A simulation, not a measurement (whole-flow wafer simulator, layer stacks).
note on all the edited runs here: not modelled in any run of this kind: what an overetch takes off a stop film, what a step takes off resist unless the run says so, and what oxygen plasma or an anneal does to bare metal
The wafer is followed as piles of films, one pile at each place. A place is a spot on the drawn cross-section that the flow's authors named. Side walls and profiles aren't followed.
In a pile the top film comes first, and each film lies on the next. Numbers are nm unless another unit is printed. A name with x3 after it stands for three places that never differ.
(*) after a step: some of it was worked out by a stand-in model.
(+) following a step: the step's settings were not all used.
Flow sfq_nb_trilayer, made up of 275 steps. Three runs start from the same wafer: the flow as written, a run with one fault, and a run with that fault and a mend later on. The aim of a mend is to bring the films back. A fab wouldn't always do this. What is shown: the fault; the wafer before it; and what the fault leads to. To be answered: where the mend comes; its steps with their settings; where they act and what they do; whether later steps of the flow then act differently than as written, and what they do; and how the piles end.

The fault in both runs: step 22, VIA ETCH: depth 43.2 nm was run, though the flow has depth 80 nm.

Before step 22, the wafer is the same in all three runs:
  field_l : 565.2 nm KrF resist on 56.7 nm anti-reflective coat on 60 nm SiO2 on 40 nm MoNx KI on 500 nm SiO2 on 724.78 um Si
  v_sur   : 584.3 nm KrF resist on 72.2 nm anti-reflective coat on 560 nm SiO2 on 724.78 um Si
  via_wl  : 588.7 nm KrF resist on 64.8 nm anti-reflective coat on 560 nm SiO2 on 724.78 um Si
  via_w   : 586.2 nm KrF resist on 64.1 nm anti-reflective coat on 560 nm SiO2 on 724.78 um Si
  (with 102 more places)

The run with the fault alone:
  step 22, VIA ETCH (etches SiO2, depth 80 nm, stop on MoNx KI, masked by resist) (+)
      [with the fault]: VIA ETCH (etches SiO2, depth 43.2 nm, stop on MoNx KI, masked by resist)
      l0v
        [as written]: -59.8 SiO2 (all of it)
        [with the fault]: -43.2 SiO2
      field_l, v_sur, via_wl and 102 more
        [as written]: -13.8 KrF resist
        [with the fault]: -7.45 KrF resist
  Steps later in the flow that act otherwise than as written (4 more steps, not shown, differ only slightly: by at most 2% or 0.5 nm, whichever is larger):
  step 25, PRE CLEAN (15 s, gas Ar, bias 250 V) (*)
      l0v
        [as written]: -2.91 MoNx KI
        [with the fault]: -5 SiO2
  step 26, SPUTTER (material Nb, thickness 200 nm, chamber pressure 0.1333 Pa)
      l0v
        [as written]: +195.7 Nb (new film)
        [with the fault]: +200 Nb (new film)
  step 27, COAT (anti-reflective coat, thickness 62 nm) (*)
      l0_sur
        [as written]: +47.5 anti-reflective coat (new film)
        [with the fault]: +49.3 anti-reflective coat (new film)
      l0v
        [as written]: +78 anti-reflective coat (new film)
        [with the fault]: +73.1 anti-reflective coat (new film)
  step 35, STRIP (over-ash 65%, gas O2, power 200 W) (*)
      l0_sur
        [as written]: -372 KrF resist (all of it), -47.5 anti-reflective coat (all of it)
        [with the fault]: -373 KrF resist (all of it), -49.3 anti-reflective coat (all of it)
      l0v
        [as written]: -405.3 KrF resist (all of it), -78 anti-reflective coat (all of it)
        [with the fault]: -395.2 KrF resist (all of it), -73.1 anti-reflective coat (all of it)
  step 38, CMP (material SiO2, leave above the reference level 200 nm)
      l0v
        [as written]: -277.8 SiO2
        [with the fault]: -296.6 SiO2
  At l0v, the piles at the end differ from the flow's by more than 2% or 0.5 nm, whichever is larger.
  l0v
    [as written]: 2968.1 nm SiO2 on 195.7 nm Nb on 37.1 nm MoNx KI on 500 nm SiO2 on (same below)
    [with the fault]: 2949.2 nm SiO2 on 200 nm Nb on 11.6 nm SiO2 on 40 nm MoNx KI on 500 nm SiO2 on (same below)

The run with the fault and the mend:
  After step 22 comes the mend.
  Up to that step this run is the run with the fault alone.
  step 22a, VIA ETCH (etches SiO2, depth 36.8 nm, stop on MoNx KI, masked by resist) (+) (a further turn of the flow's step 22, with different settings)
      field_l, v_sur, via_wl and 102 more
        -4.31 KrF resist
      l0v
        -16.6 SiO2 (all of it)
  Later steps of the flow that are run all act as written at every place that is followed, up to a difference of at most 2% or 0.5 nm, whichever is larger.
  At every place that both follow, the piles at the end match the flow's.
